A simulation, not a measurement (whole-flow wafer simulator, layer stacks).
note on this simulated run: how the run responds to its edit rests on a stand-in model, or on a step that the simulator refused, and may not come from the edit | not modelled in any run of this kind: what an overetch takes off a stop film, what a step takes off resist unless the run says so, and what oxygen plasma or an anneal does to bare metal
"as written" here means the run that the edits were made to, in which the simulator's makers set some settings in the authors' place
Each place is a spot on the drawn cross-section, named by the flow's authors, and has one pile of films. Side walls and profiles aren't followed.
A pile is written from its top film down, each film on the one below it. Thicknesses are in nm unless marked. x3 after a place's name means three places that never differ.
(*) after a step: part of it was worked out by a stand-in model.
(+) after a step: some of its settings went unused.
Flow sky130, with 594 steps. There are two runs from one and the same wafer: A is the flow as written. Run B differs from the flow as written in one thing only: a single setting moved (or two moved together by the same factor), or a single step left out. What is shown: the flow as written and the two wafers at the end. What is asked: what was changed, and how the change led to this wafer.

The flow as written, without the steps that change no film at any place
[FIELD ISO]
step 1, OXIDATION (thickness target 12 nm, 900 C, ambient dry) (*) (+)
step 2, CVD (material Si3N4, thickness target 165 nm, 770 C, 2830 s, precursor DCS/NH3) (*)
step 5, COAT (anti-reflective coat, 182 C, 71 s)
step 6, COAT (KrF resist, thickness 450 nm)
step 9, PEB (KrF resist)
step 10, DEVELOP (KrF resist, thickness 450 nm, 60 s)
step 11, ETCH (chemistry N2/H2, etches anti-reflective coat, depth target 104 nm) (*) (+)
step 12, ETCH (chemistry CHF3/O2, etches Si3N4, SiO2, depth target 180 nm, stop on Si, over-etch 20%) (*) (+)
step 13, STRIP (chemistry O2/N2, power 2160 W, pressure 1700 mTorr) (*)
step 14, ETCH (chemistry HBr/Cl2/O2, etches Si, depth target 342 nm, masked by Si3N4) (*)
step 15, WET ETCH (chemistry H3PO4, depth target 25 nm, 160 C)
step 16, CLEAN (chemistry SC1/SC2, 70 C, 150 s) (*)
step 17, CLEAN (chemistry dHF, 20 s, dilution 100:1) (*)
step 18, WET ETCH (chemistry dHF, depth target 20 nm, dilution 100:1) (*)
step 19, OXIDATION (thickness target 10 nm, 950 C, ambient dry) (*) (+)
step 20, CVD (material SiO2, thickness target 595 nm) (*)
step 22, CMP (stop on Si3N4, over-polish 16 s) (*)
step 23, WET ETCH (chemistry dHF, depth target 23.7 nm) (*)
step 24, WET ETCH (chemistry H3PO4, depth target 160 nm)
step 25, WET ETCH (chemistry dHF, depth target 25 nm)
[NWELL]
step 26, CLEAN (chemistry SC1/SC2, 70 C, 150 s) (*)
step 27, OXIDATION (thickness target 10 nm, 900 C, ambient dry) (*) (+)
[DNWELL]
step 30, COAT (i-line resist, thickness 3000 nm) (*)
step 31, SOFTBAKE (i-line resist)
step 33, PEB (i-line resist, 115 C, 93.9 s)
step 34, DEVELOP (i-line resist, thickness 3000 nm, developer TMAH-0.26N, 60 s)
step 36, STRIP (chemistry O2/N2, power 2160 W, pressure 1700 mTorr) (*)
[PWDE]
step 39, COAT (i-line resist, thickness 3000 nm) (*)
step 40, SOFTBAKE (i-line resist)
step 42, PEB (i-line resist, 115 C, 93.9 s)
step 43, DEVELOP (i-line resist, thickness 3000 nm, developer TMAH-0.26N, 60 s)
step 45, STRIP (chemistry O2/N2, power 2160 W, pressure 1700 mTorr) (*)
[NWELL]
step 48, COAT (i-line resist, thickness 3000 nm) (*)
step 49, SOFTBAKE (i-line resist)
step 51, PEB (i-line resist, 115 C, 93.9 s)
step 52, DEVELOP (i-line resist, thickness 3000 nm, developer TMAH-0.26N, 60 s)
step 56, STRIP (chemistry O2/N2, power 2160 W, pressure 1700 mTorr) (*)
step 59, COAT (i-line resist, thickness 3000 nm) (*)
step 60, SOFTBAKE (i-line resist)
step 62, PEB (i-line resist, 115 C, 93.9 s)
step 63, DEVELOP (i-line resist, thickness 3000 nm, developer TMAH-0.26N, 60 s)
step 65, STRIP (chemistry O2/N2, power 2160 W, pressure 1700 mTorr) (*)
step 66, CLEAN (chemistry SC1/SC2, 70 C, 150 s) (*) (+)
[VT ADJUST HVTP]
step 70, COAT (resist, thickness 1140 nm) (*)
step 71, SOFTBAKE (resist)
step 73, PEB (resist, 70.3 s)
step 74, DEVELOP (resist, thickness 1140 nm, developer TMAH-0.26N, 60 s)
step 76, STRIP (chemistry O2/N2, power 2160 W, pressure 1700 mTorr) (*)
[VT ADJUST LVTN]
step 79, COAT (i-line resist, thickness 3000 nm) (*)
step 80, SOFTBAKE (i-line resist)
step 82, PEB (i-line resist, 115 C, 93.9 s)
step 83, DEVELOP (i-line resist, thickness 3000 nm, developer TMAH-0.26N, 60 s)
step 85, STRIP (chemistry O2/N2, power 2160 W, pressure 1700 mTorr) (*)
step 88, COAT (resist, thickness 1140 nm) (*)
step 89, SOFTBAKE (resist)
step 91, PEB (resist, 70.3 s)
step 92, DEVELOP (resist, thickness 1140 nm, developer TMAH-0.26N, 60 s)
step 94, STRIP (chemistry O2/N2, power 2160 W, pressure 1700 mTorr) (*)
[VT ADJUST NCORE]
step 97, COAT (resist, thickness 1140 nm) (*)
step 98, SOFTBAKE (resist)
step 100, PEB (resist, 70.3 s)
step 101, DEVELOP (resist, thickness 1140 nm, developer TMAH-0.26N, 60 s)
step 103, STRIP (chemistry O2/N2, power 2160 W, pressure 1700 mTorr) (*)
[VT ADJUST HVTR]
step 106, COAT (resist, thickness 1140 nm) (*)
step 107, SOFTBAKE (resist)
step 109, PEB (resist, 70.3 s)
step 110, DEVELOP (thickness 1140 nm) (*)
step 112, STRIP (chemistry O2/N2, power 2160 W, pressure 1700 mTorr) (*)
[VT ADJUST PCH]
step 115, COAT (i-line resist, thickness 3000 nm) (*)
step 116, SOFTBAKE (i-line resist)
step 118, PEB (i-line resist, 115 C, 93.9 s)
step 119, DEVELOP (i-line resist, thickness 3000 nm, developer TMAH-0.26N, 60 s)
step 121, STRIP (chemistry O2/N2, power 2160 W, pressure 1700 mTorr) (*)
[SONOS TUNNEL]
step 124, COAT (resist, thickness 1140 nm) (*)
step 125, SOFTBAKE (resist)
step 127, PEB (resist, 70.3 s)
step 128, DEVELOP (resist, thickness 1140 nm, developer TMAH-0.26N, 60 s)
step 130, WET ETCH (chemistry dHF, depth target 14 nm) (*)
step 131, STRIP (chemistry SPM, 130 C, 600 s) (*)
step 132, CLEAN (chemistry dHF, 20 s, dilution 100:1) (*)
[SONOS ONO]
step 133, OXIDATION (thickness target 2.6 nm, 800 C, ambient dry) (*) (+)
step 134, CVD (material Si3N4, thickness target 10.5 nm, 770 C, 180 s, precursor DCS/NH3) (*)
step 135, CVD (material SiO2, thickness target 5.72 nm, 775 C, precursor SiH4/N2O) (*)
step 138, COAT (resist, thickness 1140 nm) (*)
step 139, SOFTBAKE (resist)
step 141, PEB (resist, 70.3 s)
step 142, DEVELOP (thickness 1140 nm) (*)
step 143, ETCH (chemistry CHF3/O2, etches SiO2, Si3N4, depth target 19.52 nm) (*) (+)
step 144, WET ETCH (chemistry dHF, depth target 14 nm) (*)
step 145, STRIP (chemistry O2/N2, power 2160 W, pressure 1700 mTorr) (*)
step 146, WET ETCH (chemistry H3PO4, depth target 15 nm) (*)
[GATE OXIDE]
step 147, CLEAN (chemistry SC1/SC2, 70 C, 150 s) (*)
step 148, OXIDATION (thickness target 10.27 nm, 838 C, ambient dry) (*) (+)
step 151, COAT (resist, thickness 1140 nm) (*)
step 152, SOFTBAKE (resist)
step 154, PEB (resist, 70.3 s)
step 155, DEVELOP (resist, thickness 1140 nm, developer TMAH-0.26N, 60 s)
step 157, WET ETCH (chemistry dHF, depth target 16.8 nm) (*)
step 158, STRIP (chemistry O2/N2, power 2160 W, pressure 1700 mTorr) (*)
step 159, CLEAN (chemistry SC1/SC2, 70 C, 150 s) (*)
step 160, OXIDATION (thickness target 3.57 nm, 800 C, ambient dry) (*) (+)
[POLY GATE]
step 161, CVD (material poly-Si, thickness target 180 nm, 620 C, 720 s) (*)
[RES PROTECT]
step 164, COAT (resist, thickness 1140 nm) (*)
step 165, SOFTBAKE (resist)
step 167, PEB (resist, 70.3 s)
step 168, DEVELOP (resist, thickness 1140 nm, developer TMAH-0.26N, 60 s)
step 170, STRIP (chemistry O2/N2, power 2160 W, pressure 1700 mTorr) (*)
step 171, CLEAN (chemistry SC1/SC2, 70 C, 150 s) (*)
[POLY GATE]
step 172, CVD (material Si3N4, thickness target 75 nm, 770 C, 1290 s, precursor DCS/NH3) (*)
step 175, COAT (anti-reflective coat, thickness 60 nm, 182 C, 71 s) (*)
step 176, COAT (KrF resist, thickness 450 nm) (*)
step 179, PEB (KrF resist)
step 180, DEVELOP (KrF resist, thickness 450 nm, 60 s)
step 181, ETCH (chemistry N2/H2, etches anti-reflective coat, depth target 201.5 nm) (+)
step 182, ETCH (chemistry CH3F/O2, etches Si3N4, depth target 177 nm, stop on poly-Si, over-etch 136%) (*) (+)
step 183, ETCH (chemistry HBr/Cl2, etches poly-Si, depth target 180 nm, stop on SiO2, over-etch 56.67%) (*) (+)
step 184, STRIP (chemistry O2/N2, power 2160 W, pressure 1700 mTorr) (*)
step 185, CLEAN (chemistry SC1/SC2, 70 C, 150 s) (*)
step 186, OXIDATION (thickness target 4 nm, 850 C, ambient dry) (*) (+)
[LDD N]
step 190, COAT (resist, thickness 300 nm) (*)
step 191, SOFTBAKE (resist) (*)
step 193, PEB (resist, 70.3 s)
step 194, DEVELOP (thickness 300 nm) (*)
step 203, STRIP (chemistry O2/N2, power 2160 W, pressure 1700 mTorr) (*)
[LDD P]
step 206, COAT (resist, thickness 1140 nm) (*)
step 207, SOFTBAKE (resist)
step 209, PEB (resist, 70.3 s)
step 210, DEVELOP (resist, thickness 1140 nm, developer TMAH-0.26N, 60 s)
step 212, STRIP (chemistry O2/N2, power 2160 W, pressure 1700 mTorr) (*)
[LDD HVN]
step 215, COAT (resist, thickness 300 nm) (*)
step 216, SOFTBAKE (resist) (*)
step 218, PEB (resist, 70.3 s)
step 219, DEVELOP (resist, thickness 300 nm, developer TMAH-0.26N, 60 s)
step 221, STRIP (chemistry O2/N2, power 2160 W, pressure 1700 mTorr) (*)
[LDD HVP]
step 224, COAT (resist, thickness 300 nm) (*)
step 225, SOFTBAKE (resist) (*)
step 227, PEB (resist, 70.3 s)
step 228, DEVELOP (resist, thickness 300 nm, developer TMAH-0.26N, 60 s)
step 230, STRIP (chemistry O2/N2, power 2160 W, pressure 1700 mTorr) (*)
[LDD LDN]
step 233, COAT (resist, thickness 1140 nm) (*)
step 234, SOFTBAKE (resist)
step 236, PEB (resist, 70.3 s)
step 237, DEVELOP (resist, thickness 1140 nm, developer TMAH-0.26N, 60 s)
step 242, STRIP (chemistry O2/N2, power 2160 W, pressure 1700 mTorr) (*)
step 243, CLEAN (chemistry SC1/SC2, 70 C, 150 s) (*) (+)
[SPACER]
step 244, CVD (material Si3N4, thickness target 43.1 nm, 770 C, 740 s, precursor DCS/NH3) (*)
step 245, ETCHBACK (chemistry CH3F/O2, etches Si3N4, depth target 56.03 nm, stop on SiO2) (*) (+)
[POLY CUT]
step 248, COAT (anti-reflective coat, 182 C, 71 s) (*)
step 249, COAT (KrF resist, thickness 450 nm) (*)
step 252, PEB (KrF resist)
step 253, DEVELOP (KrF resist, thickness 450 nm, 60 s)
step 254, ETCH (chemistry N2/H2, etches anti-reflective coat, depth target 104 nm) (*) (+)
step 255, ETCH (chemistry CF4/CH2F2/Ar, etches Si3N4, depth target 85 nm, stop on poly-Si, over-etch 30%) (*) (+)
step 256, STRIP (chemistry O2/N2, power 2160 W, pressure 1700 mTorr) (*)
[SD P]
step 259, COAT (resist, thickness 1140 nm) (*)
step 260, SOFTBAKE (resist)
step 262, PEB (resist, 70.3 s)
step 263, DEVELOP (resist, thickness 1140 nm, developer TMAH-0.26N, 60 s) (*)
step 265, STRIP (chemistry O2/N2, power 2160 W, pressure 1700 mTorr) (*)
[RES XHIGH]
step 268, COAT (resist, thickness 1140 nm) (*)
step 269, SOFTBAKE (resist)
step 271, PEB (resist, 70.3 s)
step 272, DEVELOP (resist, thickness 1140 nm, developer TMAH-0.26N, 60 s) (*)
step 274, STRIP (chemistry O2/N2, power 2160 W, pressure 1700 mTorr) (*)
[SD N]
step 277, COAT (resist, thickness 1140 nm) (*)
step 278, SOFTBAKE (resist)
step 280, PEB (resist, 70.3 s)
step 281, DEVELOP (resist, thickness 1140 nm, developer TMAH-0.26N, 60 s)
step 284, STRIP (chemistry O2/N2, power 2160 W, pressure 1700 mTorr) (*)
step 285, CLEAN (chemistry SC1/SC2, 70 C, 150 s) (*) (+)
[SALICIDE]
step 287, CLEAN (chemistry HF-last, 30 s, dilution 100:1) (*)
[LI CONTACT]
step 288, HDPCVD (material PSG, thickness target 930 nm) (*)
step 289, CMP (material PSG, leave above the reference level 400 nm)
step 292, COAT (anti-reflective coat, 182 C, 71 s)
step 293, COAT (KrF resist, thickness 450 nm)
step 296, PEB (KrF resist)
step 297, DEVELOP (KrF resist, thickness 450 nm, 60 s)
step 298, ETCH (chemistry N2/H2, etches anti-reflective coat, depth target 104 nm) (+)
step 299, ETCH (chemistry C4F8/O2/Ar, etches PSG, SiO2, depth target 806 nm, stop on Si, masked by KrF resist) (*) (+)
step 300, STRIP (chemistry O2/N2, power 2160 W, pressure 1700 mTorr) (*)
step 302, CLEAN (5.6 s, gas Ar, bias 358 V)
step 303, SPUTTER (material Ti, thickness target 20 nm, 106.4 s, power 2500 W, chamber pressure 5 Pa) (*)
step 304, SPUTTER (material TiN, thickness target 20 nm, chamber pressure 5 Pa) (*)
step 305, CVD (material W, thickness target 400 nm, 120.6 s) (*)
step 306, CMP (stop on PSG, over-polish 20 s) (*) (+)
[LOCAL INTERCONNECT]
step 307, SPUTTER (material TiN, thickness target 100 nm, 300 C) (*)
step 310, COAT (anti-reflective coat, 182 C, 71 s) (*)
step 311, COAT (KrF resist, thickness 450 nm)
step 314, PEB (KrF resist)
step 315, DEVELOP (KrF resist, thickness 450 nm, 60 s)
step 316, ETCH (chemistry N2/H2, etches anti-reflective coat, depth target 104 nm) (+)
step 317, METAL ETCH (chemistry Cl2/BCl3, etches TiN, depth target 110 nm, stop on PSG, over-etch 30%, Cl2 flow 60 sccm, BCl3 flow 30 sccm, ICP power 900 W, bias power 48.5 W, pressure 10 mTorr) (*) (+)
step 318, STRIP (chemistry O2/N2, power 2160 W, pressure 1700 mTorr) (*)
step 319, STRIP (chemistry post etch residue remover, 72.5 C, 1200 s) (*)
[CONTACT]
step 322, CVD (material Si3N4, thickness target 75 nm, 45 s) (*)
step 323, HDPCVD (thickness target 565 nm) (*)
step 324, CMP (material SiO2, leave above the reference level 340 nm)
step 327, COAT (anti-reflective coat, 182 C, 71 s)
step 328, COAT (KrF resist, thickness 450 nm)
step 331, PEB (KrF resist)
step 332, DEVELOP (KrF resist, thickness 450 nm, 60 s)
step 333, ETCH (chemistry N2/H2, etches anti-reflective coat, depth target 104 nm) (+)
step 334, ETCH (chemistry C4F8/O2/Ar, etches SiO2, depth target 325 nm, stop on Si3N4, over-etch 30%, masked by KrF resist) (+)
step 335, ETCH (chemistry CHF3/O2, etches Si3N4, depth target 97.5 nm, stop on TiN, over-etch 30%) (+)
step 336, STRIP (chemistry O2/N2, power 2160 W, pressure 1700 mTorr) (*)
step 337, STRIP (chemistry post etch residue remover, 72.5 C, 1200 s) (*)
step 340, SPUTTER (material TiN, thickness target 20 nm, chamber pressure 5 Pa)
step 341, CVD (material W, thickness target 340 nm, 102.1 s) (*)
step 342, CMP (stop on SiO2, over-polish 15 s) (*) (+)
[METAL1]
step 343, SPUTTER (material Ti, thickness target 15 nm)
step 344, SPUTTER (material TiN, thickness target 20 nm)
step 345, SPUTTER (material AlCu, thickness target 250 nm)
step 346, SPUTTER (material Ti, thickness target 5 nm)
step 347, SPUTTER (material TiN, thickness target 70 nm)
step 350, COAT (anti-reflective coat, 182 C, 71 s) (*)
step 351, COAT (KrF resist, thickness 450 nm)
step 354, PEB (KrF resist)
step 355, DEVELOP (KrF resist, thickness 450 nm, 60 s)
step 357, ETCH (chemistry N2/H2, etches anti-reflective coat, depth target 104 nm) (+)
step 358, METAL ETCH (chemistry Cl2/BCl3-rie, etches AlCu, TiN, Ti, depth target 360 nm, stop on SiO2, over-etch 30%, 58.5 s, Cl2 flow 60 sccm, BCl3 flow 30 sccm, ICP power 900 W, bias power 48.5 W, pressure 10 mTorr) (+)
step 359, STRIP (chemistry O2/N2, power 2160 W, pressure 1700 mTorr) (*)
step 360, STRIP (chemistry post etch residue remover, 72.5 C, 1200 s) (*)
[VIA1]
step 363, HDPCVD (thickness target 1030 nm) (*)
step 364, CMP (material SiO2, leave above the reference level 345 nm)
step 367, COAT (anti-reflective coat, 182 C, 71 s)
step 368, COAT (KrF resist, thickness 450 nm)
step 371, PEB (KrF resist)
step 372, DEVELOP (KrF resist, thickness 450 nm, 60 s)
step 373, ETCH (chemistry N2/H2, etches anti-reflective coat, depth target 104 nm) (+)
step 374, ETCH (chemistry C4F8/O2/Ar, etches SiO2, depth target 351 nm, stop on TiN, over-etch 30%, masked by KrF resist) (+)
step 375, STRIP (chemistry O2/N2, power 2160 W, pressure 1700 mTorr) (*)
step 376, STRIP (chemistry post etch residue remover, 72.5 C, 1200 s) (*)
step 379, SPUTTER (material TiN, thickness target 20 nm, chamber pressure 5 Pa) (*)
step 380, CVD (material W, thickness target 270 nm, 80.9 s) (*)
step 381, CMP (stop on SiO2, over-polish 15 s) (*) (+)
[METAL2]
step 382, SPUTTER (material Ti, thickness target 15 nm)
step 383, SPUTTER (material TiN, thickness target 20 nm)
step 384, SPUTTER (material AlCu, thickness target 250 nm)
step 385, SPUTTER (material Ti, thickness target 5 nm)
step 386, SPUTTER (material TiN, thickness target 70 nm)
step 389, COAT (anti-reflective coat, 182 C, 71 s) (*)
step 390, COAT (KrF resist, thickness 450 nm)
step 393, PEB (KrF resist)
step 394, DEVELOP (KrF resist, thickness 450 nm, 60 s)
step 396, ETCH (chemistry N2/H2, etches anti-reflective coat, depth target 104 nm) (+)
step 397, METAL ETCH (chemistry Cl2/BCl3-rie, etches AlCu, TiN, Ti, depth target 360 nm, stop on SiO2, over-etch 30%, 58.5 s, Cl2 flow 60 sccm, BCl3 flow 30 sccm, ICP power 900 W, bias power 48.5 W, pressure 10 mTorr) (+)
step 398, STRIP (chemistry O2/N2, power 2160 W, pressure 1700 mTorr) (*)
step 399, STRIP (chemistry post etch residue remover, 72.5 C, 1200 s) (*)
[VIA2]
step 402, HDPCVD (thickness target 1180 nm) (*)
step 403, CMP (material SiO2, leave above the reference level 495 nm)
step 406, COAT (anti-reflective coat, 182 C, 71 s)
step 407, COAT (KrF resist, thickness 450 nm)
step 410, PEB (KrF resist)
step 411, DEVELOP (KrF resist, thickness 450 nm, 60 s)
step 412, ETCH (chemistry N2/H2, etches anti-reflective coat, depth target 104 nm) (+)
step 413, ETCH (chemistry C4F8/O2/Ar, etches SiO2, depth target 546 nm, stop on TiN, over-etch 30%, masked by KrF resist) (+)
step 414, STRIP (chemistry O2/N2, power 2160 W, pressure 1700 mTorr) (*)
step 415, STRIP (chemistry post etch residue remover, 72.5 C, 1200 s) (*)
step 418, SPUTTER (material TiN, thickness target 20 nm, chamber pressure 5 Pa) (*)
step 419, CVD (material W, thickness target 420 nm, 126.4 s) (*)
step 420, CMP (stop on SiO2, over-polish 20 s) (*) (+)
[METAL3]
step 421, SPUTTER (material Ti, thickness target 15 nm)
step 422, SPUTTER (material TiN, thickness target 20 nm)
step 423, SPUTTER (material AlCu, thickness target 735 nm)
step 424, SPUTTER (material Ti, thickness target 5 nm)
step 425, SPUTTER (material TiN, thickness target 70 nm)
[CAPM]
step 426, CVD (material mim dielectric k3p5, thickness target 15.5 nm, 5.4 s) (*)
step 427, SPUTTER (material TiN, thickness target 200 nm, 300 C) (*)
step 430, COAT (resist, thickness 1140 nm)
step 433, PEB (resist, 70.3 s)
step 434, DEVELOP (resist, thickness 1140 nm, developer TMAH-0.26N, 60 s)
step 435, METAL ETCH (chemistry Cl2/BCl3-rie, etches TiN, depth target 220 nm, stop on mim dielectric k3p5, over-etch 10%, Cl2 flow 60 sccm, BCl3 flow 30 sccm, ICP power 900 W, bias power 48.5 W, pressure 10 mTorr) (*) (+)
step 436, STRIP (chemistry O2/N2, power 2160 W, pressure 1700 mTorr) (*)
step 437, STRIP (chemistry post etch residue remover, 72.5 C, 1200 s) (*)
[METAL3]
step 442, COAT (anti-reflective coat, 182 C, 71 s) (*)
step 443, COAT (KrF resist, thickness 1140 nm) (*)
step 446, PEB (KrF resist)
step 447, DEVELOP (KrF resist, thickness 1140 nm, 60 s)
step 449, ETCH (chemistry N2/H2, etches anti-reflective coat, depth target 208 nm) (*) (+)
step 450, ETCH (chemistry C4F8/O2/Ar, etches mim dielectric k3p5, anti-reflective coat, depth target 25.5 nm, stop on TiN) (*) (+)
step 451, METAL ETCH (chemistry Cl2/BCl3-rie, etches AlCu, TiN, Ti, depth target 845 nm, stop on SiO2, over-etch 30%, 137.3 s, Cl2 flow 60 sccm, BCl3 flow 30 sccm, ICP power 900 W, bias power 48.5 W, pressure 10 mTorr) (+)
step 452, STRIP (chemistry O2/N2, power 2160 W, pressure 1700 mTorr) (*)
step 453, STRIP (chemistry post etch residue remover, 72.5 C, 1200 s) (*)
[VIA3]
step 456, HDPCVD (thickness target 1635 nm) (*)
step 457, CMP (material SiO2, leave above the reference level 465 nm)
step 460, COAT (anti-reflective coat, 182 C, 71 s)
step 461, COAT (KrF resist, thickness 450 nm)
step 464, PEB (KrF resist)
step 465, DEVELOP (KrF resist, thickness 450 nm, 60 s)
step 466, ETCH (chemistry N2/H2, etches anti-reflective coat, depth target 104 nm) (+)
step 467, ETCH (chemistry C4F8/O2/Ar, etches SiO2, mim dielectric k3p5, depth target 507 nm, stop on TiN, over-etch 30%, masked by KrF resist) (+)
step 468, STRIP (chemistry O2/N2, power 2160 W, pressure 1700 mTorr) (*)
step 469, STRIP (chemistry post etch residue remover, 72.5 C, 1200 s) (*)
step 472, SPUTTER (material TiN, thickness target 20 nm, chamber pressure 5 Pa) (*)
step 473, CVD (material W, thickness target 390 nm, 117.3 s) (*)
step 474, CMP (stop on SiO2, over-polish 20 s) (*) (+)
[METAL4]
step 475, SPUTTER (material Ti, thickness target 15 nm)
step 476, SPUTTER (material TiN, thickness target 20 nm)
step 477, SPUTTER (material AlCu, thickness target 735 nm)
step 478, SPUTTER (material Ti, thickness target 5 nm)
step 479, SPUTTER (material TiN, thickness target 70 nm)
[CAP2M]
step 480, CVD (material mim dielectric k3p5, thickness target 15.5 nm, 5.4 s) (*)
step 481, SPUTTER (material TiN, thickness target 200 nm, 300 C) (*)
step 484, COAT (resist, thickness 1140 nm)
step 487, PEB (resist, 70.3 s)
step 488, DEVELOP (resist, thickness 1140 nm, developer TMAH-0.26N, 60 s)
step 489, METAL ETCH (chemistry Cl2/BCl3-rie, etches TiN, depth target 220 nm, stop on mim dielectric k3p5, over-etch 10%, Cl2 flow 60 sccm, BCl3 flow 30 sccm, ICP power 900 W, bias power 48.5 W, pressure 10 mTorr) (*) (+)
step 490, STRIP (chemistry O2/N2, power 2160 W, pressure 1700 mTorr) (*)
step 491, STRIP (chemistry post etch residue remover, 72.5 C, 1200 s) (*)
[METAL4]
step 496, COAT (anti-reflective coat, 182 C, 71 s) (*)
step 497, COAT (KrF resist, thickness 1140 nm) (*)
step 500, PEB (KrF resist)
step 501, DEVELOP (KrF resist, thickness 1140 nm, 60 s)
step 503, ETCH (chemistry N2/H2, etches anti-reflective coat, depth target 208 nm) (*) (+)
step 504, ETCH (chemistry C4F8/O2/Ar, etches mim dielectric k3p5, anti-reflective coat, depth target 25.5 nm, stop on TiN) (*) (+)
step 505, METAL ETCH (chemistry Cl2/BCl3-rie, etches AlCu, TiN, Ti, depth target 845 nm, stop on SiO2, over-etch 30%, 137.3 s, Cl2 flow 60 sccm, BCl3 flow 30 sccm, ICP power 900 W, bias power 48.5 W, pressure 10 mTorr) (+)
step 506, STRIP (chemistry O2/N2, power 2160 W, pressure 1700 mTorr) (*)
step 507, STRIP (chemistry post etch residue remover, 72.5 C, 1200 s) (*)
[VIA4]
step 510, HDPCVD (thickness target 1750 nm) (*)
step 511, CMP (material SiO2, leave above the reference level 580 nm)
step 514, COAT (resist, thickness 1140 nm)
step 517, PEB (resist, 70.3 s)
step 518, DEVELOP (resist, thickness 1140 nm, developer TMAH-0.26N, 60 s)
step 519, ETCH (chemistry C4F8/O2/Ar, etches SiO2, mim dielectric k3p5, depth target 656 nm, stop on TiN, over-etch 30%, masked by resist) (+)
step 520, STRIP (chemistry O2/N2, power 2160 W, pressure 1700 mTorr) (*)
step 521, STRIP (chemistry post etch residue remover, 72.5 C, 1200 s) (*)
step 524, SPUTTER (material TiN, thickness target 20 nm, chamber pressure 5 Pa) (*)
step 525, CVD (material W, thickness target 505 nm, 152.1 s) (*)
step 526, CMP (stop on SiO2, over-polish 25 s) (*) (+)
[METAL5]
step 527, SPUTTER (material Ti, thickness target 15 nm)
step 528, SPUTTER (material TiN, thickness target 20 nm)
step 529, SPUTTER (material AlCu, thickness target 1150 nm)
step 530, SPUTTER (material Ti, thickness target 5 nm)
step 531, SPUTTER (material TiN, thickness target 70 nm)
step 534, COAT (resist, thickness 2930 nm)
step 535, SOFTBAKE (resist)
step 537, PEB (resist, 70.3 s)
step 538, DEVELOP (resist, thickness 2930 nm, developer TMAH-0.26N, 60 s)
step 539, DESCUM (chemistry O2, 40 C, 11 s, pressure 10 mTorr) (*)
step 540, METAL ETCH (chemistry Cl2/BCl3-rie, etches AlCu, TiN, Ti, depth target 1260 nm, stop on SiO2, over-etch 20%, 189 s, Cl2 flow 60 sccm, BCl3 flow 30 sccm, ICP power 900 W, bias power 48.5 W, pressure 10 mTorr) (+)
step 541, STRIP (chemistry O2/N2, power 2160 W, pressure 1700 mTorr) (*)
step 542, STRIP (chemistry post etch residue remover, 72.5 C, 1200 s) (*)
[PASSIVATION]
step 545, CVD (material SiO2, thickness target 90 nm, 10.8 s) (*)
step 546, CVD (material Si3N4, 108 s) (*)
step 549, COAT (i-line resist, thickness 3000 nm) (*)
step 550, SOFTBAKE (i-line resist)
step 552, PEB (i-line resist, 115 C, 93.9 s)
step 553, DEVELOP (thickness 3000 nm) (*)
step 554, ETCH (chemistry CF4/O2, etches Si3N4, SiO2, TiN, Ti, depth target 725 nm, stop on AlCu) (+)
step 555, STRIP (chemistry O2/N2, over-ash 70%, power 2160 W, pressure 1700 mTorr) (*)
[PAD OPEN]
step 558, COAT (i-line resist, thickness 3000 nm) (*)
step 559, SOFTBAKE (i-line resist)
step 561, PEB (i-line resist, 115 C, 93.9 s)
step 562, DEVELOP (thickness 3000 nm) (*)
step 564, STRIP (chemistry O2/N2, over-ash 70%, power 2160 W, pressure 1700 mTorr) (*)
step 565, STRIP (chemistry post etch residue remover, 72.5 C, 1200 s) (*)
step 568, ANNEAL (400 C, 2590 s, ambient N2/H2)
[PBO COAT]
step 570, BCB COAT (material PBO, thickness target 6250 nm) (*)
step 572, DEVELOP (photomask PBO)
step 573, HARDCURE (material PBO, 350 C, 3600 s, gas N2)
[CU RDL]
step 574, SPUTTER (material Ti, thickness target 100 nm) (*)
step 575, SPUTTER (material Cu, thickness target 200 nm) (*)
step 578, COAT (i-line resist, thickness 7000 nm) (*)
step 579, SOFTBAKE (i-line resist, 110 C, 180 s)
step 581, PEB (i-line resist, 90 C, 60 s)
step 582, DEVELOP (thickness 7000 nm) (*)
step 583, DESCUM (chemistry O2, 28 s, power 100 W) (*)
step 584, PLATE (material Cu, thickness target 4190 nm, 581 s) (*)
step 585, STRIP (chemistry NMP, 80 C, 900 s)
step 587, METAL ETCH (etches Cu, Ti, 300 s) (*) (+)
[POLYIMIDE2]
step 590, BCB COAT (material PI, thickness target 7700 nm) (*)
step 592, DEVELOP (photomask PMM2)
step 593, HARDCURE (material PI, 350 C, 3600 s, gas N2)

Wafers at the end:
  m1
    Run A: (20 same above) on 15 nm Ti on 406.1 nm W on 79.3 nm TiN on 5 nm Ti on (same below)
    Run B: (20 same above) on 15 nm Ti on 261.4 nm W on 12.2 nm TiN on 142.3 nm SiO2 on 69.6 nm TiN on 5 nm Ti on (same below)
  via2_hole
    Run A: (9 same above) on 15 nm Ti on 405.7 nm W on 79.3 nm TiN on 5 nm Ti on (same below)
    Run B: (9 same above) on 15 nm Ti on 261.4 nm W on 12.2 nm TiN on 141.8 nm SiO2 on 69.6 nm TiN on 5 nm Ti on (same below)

What caused this: step 413, ETCH: depth target 278 nm was run, whereas the flow has depth target 546 nm.

Step by step, how the change led to this:
  step 413, ETCH (chemistry C4F8/O2/Ar, etches SiO2, depth target 546 nm, stop on TiN, over-etch 30%, masked by KrF resist) (+)
      m1: A SiO2 loses 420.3 (all of it) | B SiO2 loses 278
      via2_hole: A SiO2 loses 419.8 (all of it) | B SiO2 loses 278
      (as well as at 189 more places)
  step 414, STRIP (chemistry O2/N2, power 2160 W, pressure 1700 mTorr) (*)
      field, active, n_well and 186 more: A KrF resist loses 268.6 (all of it), anti-reflective coat loses 80 (all of it) | B KrF resist loses 322.2 (all of it), anti-reflective coat loses 80 (all of it)
  step 418, SPUTTER (material TiN, thickness target 20 nm, chamber pressure 5 Pa) (*)
      m1, via2_hole: A TiN gains 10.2 | B TiN gains 12.2 (new film)
  step 419, CVD (material W, thickness target 420 nm, 126.4 s) (*)
      m1: A W gains 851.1 (new film) | B W gains 706.4 (new film)
      via2_hole: A W gains 850.7 (new film) | B W gains 706.4 (new film)
With metal films that touch counted as one body, m1 has 3 bodies (between them, from the top down: SiO2 142.3; SiO2 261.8 / Si3N4 75); the flow as written gives 2 bodies (between them, from the top down: SiO2 261.8 / Si3N4 75).
With metal films that touch counted as one body, via2_hole has 2 bodies (between them, from the top down: SiO2 141.8); the flow as written gives 1 body.
